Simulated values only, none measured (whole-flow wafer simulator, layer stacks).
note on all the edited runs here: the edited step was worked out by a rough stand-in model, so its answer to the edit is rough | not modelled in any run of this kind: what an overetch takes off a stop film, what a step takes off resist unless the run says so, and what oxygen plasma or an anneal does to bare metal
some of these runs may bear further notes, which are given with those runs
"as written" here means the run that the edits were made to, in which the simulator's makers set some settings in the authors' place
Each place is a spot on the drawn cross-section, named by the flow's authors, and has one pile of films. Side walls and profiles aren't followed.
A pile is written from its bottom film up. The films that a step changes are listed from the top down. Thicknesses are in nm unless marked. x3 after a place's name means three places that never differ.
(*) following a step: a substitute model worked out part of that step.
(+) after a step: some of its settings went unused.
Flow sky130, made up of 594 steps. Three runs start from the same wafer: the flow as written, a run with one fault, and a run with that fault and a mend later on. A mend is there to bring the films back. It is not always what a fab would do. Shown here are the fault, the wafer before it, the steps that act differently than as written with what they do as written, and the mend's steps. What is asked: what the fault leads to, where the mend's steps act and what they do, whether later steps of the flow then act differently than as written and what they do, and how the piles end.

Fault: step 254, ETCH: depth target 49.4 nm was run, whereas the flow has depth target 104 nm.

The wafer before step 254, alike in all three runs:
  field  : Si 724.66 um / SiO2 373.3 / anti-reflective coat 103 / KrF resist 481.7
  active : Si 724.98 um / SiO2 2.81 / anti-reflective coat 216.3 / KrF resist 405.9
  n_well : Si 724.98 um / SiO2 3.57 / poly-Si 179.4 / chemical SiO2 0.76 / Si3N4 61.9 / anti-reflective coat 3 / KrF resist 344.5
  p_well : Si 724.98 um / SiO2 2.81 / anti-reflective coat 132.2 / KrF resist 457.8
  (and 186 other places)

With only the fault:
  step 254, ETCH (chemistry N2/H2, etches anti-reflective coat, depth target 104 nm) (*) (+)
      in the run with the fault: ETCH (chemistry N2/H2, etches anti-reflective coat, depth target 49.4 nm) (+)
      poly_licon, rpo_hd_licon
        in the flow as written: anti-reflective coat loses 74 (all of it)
        in the run with the fault: anti-reflective coat loses 49.4
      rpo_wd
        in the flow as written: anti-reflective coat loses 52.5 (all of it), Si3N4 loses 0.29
        in the run with the fault: anti-reflective coat loses 49.4
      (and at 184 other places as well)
  Steps later in the flow that act otherwise than as written (19 more steps, not shown, differ only slightly: by at most 2% or 0.5 nm, whichever is larger):
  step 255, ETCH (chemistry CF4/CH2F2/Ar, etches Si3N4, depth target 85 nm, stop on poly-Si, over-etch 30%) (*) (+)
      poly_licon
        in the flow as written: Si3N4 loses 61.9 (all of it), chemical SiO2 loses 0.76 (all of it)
        in the run with the fault: anti-reflective coat loses 24.6 (all of it), Si3N4 loses 60.4
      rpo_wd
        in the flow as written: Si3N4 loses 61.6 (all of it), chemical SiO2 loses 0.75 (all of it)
        in the run with the fault: anti-reflective coat loses 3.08 (all of it), Si3N4 loses 61.9 (all of it), chemical SiO2 loses 0.75 (all of it)
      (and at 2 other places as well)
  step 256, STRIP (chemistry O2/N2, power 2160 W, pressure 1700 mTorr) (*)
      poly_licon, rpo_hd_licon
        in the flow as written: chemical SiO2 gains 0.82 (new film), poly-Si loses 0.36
        in the run with the fault: nothing
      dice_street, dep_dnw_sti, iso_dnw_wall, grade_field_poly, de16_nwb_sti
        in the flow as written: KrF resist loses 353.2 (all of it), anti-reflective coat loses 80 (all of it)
        in the run with the fault: KrF resist loses 367.4 (all of it), anti-reflective coat loses 80 (all of it)
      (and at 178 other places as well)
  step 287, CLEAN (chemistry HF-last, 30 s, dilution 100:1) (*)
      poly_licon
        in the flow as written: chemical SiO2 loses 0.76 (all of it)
        in the run with the fault: Si3N4 loses 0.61
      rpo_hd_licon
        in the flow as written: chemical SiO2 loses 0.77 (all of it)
        in the run with the fault: Si3N4 loses 0.61
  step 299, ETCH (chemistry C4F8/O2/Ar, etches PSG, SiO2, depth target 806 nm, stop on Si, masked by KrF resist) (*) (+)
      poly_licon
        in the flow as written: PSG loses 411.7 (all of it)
        in the run with the fault: PSG loses 409.4 (all of it), Si3N4 loses 0.9 (all of it), chemical SiO2 loses 0.76 (all of it)
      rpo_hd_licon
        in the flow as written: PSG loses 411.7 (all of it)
        in the run with the fault: PSG loses 409.4 (all of it), Si3N4 loses 0.9 (all of it), chemical SiO2 loses 0.75 (all of it)
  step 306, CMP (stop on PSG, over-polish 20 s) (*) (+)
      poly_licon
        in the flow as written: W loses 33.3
        in the run with the fault: W loses 34
  At the end the piles are close to the flow's at the places that both follow, differing by at most 2% or 0.5 nm, whichever is larger.

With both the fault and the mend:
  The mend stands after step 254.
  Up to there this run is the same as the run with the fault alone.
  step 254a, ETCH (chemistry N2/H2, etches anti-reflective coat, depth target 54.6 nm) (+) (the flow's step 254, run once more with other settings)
      field, active, n_well and 180 more
        KrF resist loses 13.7
      rpo_ln, rpo_hd, rxpo_ln
        Si3N4 loses 0.32
      poly_licon, rpo_hd_licon
        anti-reflective coat loses 24.6 (all of it)
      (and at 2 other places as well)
  None of the later steps of the flow differs from how it acts as written, at any place that is followed, by more than 2% or 0.5 nm, whichever is larger.
  The piles end the same as the flow's at every place that both follow.
